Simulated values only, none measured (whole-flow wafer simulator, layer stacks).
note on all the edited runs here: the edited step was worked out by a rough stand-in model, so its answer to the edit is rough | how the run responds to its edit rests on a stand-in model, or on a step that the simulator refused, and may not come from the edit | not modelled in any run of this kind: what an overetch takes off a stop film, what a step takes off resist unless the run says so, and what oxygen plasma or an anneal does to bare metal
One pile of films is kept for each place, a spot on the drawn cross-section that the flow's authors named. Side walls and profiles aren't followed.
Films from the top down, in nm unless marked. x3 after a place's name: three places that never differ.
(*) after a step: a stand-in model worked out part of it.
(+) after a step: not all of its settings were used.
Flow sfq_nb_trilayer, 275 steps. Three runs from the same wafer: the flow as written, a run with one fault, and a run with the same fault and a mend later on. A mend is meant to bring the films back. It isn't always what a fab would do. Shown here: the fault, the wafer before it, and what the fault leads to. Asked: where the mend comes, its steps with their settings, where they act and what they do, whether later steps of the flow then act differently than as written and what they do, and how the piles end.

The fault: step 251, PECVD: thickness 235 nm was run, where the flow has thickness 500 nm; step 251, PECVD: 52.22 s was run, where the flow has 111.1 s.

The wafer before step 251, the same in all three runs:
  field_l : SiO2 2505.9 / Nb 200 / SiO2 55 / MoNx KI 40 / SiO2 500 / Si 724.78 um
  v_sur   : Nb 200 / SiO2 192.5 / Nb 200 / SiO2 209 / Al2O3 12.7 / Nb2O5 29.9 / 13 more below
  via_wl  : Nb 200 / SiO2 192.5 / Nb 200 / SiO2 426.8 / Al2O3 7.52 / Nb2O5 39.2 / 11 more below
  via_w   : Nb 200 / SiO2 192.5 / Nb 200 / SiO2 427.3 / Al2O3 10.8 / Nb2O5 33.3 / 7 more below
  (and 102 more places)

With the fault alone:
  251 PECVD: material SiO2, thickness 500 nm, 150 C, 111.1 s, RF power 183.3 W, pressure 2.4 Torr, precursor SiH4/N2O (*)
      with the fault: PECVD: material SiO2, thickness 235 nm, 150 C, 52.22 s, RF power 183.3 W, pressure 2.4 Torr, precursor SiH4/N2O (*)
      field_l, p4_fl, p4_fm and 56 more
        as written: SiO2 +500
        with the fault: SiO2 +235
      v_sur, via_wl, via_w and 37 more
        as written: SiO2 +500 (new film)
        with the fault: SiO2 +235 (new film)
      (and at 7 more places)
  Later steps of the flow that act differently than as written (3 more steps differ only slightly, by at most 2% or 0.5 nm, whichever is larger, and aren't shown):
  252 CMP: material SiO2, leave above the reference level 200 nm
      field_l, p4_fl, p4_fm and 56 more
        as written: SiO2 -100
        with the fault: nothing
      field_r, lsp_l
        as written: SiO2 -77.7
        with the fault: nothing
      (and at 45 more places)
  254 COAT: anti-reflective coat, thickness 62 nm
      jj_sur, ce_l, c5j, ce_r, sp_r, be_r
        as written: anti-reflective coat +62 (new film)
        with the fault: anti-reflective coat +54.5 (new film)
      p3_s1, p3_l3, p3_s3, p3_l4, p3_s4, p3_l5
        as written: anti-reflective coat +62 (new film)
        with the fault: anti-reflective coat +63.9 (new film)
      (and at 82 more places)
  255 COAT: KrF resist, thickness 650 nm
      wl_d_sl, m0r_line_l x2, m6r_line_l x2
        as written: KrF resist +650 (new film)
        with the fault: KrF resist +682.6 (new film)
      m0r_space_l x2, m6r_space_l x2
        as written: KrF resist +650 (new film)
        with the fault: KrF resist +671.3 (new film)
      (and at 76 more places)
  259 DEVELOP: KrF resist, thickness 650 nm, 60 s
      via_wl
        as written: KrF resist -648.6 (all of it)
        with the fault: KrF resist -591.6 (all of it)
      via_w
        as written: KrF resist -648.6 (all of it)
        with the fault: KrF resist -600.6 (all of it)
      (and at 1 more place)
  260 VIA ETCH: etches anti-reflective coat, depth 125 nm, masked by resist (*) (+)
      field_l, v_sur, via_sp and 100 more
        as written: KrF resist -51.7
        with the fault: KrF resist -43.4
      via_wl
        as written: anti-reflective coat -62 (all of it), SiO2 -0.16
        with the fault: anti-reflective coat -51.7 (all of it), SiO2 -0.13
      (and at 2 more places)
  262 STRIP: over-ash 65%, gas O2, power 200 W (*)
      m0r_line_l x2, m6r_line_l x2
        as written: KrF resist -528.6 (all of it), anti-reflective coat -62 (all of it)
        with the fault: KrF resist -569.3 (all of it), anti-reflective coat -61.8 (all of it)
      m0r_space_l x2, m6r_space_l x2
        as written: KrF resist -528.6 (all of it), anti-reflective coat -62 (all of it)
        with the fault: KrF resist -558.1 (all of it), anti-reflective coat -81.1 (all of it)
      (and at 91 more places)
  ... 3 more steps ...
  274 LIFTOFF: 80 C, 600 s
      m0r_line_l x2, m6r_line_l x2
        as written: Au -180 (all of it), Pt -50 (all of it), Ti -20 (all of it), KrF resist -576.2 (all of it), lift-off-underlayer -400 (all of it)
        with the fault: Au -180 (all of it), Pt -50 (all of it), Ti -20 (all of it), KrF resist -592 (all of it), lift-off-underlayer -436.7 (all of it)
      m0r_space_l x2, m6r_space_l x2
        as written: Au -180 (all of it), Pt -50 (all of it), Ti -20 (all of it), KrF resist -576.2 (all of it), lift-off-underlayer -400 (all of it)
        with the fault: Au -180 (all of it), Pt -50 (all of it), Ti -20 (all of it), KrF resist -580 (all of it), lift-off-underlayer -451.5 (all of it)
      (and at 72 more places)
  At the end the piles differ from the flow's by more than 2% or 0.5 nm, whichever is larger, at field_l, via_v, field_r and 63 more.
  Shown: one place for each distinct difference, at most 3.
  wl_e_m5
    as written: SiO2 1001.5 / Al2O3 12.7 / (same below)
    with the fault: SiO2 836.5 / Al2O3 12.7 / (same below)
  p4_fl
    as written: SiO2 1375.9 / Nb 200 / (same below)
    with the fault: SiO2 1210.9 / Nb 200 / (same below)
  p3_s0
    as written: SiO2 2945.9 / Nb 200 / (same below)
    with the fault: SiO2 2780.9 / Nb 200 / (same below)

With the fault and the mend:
  The mend comes after step 251.
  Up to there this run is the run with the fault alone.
  251a PECVD: material SiO2, thickness 265 nm, 150 C, 58.89 s, RF power 183.3 W, pressure 2.4 Torr, precursor SiH4/N2O (*) (the flow's step 251 once more, with other settings)
      field_l, v_sur, via_wl and 98 more
        SiO2 +265
      field_r, lsp_l
        SiO2 +254.1
      l0_sur, l0v
        SiO2 +258.9
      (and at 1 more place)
  Later steps of the flow that act differently than as written:
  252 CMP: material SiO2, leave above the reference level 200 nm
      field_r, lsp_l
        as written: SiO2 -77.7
        with the mend: SiO2 -80.1
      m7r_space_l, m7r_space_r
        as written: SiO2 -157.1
        with the mend: SiO2 -100
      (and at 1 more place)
  At the end the piles are the same as the flow's at every place that both follow.
